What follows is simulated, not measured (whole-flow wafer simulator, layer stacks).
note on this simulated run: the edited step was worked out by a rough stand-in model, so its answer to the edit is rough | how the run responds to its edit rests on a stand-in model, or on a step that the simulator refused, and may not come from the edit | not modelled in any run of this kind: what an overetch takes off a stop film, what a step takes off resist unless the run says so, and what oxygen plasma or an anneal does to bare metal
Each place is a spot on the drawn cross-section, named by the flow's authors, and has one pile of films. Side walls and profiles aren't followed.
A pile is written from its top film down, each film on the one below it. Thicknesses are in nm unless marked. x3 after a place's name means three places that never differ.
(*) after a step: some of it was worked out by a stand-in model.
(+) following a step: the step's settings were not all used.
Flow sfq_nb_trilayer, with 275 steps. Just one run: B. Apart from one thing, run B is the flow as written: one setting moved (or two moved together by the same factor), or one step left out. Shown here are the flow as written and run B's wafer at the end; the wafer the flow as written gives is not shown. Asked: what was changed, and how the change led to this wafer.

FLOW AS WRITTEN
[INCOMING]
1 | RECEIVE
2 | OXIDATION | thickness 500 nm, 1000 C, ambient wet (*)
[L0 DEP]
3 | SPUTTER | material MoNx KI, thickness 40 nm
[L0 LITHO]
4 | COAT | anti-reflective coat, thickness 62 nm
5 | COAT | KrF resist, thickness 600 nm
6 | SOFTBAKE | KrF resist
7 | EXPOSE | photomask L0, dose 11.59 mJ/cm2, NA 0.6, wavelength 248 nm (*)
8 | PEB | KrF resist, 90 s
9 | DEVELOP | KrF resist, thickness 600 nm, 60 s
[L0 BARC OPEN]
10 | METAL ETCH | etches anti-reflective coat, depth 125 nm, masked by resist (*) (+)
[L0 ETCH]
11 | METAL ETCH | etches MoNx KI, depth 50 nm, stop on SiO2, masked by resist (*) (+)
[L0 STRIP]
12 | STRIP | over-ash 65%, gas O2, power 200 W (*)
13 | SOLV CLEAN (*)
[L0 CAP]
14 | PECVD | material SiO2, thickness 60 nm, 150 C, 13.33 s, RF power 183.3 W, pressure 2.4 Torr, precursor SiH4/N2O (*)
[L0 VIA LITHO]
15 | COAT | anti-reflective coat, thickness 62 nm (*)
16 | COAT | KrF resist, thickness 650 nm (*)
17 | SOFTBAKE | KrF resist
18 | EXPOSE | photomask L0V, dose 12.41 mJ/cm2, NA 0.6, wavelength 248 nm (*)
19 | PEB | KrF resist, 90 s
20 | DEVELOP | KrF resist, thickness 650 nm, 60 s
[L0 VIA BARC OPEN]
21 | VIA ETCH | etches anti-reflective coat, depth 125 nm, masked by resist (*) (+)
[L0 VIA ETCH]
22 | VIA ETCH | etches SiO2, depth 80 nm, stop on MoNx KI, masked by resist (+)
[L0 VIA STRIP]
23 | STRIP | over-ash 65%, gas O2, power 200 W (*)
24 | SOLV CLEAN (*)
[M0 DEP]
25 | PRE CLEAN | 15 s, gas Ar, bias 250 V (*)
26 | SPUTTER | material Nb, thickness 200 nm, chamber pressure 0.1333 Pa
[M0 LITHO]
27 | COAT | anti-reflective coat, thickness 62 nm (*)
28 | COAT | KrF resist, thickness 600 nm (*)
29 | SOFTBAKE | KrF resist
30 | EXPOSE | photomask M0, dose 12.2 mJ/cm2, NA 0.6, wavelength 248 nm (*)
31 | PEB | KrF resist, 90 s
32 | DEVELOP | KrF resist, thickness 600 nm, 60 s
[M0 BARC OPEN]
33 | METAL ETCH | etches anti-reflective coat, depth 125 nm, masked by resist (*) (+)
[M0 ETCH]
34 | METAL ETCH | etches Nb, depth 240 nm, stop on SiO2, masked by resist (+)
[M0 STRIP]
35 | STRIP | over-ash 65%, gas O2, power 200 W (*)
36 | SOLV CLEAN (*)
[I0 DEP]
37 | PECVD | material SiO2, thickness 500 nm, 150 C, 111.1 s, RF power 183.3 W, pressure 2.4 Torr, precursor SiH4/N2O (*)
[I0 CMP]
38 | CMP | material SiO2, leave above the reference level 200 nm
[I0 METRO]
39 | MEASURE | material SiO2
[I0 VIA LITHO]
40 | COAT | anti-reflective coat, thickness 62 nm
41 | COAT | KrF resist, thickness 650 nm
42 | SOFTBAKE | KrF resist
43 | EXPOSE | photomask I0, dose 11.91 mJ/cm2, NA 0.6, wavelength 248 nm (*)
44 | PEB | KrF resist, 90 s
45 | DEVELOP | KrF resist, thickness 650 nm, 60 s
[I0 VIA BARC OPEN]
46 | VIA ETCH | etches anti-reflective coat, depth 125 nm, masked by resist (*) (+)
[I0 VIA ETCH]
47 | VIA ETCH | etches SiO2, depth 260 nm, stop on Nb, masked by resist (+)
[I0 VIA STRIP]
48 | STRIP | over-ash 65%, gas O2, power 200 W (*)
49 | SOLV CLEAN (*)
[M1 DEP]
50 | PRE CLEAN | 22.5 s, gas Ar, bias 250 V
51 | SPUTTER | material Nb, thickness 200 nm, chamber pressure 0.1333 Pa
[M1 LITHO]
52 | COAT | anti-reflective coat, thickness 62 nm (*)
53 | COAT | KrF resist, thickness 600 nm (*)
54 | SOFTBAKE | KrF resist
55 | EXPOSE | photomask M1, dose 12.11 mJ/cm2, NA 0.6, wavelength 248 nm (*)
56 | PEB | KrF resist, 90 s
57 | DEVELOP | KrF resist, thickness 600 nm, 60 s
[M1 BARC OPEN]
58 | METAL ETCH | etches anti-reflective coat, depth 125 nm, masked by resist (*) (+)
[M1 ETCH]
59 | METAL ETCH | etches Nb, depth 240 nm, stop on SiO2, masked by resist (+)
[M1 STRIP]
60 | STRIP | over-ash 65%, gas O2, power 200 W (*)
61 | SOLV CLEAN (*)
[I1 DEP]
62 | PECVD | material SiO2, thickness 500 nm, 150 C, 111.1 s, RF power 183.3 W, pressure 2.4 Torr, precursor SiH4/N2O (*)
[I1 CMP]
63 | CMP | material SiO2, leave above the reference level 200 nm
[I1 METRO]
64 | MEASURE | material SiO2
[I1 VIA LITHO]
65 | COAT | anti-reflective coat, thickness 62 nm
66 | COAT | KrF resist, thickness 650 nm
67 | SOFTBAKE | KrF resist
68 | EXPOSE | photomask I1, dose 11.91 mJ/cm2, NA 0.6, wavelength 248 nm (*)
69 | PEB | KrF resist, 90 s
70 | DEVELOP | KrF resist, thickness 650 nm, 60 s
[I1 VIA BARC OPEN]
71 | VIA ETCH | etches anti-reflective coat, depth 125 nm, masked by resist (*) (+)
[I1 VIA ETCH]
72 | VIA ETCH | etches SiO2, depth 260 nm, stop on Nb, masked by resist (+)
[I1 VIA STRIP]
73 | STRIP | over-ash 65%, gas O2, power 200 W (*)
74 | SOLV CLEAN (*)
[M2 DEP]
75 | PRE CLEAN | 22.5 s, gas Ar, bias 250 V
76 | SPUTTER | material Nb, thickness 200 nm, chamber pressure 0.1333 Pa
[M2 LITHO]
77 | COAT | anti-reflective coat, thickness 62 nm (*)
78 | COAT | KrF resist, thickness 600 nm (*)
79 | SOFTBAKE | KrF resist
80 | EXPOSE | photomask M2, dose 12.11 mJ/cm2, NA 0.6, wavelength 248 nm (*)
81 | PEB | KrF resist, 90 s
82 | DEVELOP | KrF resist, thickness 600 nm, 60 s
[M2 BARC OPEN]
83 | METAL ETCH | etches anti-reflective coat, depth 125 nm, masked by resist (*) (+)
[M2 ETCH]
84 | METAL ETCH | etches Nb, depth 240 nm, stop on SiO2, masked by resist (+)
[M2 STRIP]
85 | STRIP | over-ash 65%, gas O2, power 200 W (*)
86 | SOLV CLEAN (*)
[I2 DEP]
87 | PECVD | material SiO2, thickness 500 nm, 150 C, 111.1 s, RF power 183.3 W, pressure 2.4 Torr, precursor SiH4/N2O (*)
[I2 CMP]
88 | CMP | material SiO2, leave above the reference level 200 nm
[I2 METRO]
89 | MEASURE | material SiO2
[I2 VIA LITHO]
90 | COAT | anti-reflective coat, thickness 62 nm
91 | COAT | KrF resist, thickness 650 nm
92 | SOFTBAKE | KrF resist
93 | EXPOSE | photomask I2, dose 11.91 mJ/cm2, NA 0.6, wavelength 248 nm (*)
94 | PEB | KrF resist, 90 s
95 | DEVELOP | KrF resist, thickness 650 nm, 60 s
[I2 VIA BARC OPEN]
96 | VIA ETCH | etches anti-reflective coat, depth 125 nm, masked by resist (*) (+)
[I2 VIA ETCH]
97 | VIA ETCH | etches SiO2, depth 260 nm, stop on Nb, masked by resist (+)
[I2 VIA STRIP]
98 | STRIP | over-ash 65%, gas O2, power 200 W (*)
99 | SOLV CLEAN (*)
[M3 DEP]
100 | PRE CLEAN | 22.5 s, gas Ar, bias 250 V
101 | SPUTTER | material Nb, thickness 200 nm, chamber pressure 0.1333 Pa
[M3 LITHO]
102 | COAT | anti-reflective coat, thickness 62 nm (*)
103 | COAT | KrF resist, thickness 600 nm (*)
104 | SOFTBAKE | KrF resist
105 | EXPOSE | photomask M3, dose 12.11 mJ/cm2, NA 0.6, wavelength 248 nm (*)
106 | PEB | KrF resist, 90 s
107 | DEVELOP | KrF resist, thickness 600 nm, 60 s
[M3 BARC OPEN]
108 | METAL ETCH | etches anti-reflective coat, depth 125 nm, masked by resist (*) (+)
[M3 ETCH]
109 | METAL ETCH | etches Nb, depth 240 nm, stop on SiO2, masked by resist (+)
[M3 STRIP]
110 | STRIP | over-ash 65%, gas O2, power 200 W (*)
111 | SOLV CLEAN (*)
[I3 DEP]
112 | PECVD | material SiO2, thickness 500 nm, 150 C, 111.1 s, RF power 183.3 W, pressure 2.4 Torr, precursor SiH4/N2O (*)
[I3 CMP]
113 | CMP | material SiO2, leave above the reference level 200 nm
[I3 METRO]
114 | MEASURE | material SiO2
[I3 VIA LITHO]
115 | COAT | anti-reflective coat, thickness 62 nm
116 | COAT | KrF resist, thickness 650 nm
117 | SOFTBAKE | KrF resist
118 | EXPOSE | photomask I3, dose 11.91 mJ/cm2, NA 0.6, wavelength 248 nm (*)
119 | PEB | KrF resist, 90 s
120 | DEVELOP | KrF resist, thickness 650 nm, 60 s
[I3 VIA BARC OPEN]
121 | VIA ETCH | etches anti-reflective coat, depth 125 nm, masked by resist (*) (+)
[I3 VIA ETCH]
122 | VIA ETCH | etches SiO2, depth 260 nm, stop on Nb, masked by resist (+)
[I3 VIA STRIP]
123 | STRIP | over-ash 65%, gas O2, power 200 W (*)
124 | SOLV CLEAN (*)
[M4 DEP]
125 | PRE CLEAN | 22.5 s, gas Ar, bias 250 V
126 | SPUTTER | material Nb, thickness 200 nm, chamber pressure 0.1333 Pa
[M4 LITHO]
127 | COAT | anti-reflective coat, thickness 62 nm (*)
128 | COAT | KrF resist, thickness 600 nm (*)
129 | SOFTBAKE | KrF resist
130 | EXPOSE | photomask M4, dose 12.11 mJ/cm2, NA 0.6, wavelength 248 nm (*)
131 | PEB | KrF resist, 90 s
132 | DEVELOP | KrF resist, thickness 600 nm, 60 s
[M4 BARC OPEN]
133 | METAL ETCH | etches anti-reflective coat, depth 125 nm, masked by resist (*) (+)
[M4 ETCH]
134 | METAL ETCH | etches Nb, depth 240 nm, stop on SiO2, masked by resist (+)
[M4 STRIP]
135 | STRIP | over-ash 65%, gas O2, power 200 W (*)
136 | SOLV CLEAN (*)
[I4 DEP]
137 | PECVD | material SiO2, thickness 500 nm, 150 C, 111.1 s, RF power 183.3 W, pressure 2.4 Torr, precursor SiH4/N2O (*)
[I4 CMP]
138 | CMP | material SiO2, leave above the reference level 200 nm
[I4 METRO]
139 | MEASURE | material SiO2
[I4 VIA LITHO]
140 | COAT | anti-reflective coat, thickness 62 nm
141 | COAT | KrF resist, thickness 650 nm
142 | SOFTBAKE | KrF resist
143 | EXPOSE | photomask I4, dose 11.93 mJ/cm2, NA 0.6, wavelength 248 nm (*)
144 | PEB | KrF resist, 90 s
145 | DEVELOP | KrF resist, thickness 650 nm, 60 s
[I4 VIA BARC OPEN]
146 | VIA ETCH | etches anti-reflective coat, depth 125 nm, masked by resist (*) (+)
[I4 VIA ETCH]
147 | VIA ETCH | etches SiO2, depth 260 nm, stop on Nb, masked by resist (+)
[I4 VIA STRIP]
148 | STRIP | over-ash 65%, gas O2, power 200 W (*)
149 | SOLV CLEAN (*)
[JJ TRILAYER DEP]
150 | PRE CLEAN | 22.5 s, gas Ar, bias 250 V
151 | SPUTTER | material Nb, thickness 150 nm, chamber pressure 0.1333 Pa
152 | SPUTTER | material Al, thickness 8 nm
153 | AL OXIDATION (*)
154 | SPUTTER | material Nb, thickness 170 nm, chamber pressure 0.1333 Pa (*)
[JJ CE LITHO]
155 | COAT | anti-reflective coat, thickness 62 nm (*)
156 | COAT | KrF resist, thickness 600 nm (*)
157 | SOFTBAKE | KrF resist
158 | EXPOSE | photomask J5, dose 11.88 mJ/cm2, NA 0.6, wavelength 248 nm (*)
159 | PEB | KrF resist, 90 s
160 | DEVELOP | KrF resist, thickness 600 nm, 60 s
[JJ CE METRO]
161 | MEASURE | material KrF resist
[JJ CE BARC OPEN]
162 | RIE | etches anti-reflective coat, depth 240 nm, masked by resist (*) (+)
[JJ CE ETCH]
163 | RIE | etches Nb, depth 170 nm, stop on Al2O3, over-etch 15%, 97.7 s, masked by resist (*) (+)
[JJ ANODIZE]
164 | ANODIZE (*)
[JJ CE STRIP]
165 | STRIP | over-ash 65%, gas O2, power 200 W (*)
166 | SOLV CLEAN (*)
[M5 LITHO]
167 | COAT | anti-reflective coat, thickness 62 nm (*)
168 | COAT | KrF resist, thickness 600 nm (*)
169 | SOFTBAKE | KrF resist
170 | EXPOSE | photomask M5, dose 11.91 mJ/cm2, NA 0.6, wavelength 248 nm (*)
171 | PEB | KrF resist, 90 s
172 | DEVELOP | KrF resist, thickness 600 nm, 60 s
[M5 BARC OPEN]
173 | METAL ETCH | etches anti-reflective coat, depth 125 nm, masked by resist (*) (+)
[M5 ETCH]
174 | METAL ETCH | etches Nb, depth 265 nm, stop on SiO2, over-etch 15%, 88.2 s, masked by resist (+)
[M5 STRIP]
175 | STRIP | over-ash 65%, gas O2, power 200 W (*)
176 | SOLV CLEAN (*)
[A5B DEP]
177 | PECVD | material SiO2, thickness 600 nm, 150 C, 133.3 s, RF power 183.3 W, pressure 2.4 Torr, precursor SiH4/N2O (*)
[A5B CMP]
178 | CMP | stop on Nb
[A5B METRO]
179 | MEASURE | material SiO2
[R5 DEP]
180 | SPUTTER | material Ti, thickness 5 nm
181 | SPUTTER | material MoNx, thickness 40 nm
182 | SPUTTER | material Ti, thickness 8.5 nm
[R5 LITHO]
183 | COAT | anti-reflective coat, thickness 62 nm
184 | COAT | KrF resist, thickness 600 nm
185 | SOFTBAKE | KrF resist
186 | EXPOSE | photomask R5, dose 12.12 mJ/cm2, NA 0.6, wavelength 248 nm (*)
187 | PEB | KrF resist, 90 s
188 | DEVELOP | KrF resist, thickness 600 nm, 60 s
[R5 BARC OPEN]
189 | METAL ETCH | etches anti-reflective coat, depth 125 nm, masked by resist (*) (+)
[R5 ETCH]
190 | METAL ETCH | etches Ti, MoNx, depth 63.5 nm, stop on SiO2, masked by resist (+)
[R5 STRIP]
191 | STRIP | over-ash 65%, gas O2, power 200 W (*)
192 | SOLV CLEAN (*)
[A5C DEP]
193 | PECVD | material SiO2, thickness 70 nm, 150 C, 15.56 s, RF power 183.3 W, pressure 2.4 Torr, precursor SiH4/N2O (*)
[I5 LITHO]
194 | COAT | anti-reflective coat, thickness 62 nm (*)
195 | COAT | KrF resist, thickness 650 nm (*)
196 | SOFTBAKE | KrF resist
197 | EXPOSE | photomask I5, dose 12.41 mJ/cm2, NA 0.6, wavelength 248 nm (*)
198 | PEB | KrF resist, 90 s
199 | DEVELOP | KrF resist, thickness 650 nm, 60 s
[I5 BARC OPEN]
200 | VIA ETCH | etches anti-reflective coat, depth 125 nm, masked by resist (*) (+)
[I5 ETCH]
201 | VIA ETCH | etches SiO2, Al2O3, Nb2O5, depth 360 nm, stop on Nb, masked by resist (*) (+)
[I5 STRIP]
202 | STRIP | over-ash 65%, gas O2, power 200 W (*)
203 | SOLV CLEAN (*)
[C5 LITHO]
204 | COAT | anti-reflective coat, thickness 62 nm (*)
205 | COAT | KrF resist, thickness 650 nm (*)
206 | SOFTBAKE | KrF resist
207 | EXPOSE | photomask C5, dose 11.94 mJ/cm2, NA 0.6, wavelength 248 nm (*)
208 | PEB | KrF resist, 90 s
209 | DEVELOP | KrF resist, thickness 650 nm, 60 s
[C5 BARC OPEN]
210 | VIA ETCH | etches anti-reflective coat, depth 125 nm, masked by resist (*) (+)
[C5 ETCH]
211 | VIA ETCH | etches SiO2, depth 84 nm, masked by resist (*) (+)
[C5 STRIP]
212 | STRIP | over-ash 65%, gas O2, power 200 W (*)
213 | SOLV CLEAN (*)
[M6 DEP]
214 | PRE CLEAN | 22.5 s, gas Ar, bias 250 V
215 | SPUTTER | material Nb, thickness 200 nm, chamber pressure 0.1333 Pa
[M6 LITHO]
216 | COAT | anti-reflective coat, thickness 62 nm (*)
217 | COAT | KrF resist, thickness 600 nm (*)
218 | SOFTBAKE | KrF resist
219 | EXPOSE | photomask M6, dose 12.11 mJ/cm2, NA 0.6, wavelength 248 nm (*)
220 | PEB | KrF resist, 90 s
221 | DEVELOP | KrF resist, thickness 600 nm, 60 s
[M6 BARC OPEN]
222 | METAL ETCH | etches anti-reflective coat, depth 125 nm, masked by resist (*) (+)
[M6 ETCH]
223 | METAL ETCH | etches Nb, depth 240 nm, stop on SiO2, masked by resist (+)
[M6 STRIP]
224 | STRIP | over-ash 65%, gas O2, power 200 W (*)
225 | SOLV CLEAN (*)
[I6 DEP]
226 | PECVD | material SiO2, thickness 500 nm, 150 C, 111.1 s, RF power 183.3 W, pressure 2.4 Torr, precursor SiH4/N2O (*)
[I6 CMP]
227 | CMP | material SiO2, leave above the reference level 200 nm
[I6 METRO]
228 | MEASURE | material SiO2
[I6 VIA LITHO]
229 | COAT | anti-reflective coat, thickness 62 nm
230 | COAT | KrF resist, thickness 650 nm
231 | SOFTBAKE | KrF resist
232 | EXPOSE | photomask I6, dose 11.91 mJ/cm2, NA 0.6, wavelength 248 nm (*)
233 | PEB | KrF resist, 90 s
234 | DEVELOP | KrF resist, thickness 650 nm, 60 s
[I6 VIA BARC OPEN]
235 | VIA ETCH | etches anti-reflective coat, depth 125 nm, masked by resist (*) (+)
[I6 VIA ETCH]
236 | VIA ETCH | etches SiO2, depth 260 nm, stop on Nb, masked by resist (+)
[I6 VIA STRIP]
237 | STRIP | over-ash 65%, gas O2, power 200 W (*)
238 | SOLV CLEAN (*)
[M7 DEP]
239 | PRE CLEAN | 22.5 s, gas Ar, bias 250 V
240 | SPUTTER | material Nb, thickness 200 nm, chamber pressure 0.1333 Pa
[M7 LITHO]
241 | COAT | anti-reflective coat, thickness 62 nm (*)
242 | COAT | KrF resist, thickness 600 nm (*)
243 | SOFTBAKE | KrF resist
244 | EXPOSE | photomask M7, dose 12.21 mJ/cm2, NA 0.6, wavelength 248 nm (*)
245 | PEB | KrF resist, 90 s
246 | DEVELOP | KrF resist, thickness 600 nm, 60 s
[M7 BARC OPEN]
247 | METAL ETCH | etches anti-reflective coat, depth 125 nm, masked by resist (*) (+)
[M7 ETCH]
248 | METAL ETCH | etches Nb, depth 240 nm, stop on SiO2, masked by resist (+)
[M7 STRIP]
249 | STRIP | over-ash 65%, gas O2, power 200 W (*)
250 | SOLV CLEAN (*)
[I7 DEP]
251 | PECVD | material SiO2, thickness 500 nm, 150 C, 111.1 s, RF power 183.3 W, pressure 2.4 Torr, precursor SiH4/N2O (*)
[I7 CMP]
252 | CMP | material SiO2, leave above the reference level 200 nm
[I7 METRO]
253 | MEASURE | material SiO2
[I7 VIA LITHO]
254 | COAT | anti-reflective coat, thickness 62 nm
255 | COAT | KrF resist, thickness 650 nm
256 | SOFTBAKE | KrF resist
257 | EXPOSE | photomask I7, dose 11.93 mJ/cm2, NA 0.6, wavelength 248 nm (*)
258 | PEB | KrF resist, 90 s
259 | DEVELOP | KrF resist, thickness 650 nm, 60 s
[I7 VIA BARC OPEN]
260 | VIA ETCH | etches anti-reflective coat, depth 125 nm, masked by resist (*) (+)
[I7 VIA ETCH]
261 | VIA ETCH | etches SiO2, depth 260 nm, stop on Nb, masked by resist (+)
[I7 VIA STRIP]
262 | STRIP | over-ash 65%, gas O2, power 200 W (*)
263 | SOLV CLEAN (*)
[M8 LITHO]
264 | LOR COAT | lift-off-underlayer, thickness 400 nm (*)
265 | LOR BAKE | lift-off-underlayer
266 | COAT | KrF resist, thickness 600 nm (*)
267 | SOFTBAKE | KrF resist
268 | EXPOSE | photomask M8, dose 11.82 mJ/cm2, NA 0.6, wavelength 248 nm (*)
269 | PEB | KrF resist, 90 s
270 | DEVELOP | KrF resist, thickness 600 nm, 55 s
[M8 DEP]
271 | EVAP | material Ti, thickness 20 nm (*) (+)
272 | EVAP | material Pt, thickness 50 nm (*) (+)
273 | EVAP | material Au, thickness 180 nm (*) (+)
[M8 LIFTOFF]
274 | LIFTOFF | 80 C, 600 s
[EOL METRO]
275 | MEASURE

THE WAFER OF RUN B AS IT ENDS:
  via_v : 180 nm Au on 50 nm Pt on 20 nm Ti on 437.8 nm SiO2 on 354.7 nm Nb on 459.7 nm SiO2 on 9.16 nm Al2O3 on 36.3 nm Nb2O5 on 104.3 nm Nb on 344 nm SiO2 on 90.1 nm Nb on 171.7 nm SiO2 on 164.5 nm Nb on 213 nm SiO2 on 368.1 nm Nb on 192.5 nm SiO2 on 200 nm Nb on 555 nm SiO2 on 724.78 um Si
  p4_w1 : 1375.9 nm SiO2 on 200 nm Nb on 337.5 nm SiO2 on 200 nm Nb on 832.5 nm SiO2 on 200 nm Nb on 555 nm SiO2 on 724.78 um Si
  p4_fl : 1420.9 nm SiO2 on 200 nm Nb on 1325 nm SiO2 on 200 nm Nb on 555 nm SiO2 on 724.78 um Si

What caused this: step 87, PECVD: thickness 255 nm was run, though the flow has thickness 500 nm; step 87, PECVD: 56.67 s was run, where the flow has 111.1 s.

How this came from the change, step by step:
  87 | PECVD | material SiO2, thickness 500 nm, 150 C, 111.1 s, RF power 183.3 W, pressure 2.4 Torr, precursor SiH4/N2O (*)
      field_l, be, be_sur and 81 more: +255 SiO2 (in the flow as written it would be: +500 SiO2)
      v_sur, via_wl, via_w and 18 more: +255 SiO2 (new film) (in the flow as written it would be: +500 SiO2 (new film))
      (and at 1 other place as well)
  88 | CMP | material SiO2, leave above the reference level 200 nm
      field_l, be, be_sur and 81 more: nothing (in the flow as written it would be: -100 SiO2)
      via_v: nothing (in the flow as written it would be: -181.6 SiO2)
      (and at 21 other places as well)
  90 | COAT | anti-reflective coat, thickness 62 nm
      m0r_space_l, m0r_space_r, m6r_space_l, m6r_space_r, m7r_space_l, m7r_space_r: +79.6 anti-reflective coat (new film) (in the flow as written it would be: +62 anti-reflective coat (new film))
      p3_s1, p3_l2, p3_s2, p3_s5, p3_l6: +63.8 anti-reflective coat (new film) (in the flow as written it would be: +62 anti-reflective coat (new film))
      (and at 67 other places as well)
  91 | COAT | KrF resist, thickness 650 nm
      m0r_space_l, m0r_space_r, m5r_space_l, m6r_space_l, m6r_space_r, m7r_space_l, m7r_space_r: +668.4 KrF resist (new film) (in the flow as written it would be: +650 KrF resist (new film))
      m0r_line_l, m0r_line_r, m6r_line_l, m6r_line_r, m7r_line_l, m7r_line_r: +678.6 KrF resist (new film) (in the flow as written it would be: +650 KrF resist (new film))
      (and at 51 other places as well)
  95 | DEVELOP | KrF resist, thickness 650 nm, 60 s
      via_w: -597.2 KrF resist (all of it) (in the flow as written it would be: -648.6 KrF resist (all of it))
  96 | VIA ETCH | etches anti-reflective coat, depth 125 nm, masked by resist (*) (+)
      field_l, v_sur, via_wl and 102 more: -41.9 KrF resist (in the flow as written it would be: -51.7 KrF resist)
      via_w: -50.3 anti-reflective coat (all of it), -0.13 SiO2 (in the flow as written it would be: -62 anti-reflective coat (all of it), -0.16 SiO2)
  98 | STRIP | over-ash 65%, gas O2, power 200 W (*)
      m0r_line_l, m0r_line_r, m6r_line_l, m6r_line_r, m7r_line_l, m7r_line_r: -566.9 KrF resist (all of it), -62.6 anti-reflective coat (all of it) (in the flow as written it would be: -528.6 KrF resist (all of it), -62 anti-reflective coat (all of it))
      m0r_space_l, m0r_space_r, m6r_space_l, m6r_space_r, m7r_space_l, m7r_space_r: -556.7 KrF resist (all of it), -79.6 anti-reflective coat (all of it) (in the flow as written it would be: -528.6 KrF resist (all of it), -62 anti-reflective coat (all of it))
      (and at 92 other places as well)
  101 | SPUTTER | material Nb, thickness 200 nm, chamber pressure 0.1333 Pa
      via_v: +164.5 Nb (new film) (in the flow as written it would be: +200 Nb (new film))
  102 | COAT | anti-reflective coat, thickness 62 nm (*)
      p3_s1, p3_l2, p3_s2, p3_s5, p3_l6: +63.7 anti-reflective coat (new film) (in the flow as written it would be: +62 anti-reflective coat (new film))
      jj_sur, ce_r, sp_r: +63.1 anti-reflective coat (new film) (in the flow as written it would be: +61.7 anti-reflective coat (new film))
      (and at 71 other places as well)
  103 | COAT | KrF resist, thickness 600 nm (*)
      m0r_line_l, m6r_line_l, m7r_line_l: +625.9 KrF resist (new film) (in the flow as written it would be: +600 KrF resist (new film))
      m0r_space_l, m6r_space_l, m7r_space_l: +619.2 KrF resist (new film) (in the flow as written it would be: +600 KrF resist (new film))
      (and at 59 other places as well)
  107 | DEVELOP | KrF resist, thickness 600 nm, 60 s
      m0r_line_l, m6r_line_l, m7r_line_l: -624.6 KrF resist (all of it) (in the flow as written it would be: -598.7 KrF resist (all of it))
      m0r_space_l, m6r_space_l, m7r_space_l: -617.9 KrF resist (all of it) (in the flow as written it would be: -598.7 KrF resist (all of it))
      (and at 36 other places as well)
  108 | METAL ETCH | etches anti-reflective coat, depth 125 nm, masked by resist (*) (+)
      m5r_linepad_l, m5r_linepad_r, r5r_spacepad_l, r5r_spacepad_r: -125 anti-reflective coat (in the flow as written it would be: -62 anti-reflective coat (all of it))
      v_sur, via_wl, via_w and 28 more: -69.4 KrF resist (in the flow as written it would be: -51.7 KrF resist)
      (and at 48 other places as well)
  109 | METAL ETCH | etches Nb, depth 240 nm, stop on SiO2, masked by resist (+)
      m5r_linepad_l, m5r_linepad_r: -12.8 anti-reflective coat (all of it), -200 Nb (all of it) (in the flow as written it would be: -200 Nb (all of it))
      r5r_spacepad_l, r5r_spacepad_r: -13.7 anti-reflective coat (all of it), -200 Nb (all of it) (in the flow as written it would be: -200 Nb (all of it))
  110 | STRIP | over-ash 65%, gas O2, power 200 W (*)
      v_sur: -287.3 KrF resist (all of it), -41 anti-reflective coat (all of it) (in the flow as written it would be: -365.3 KrF resist (all of it), -61.1 anti-reflective coat (all of it))
      via_wl: -301 KrF resist (all of it), -29.1 anti-reflective coat (all of it) (in the flow as written it would be: -384.2 KrF resist (all of it), -34.2 anti-reflective coat (all of it))
      (and at 28 other places as well)
  112 | PECVD | material SiO2, thickness 500 nm, 150 C, 111.1 s, RF power 183.3 W, pressure 2.4 Torr, precursor SiH4/N2O (*)
      via_v: +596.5 SiO2 (new film) (in the flow as written it would be: +500 SiO2 (new film))
  113 | CMP | material SiO2, leave above the reference level 200 nm
      field_l, be, be_sur and 64 more: nothing (in the flow as written it would be: -100 SiO2)
      p4_w1, p4_w2, p4_w3 and 6 more: -155 SiO2 (in the flow as written it would be: -300 SiO2)
      (and at 9 other places as well)
  ... 32 further steps ...
  178 | CMP | stop on Nb
      via_v: -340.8 SiO2 (in the flow as written it would be: -453.5 SiO2)
With metal films that touch counted as one body, via_v has 7 bodies (between them, from the top down: SiO2 437.8; SiO2 459.7 / Al2O3 9.16 / Nb2O5 36.3; SiO2 344; SiO2 171.7; SiO2 213; SiO2 192.5); the flow as written gives 6 bodies (between them, from the top down: SiO2 437.8; SiO2 209 / Al2O3 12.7 / Nb2O5 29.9; SiO2 425.9; SiO2 416.9; SiO2 192.5).
